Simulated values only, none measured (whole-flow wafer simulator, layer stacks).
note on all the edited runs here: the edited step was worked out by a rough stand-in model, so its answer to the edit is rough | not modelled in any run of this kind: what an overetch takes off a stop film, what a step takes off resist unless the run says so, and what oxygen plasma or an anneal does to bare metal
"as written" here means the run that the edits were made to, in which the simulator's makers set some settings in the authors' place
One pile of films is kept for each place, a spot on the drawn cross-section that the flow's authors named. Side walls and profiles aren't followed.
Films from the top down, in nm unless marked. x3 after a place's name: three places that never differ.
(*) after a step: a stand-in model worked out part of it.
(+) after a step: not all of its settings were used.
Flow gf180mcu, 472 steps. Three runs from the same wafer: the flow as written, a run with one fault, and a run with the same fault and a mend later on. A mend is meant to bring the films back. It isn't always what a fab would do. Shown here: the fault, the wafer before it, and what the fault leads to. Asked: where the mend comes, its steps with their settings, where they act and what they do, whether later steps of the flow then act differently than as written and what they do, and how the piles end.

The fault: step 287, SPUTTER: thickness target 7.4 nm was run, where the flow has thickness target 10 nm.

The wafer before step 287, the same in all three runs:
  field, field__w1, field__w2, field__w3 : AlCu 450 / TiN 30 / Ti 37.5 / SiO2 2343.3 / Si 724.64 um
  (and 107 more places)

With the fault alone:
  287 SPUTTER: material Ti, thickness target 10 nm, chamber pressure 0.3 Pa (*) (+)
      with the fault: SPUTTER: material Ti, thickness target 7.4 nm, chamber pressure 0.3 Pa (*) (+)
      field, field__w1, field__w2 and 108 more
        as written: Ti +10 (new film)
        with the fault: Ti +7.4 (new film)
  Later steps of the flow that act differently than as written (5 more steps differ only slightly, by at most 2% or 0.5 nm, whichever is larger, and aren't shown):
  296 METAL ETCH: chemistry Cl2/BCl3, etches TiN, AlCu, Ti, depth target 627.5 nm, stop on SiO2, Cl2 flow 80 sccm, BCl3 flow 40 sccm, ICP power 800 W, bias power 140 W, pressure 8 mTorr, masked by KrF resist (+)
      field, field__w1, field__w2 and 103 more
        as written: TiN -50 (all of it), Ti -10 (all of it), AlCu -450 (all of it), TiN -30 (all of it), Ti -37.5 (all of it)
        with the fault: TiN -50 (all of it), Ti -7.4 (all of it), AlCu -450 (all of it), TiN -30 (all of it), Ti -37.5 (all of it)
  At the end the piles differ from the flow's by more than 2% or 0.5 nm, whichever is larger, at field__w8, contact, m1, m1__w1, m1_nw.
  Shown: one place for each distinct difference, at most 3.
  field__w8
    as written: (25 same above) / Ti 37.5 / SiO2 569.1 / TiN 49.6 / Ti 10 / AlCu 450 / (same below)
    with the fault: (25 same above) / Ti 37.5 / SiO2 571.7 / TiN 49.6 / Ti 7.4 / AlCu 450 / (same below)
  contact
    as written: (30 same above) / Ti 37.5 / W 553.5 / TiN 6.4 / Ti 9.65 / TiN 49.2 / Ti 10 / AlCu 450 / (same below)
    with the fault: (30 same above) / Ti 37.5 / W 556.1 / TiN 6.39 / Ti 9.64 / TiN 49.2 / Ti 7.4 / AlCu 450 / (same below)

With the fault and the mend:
  The mend comes after step 287.
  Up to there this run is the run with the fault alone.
  287a SPUTTER: material Ti, thickness target 2.6 nm, chamber pressure 0.3 Pa (*) (+) (the flow's step 287 once more, with other settings)
      field, field__w1, field__w2 and 108 more
        Ti +2.6
  No later step of the flow acts differently than as written at any place that is followed.
  At the end the piles are the same as the flow's at every place that both follow.
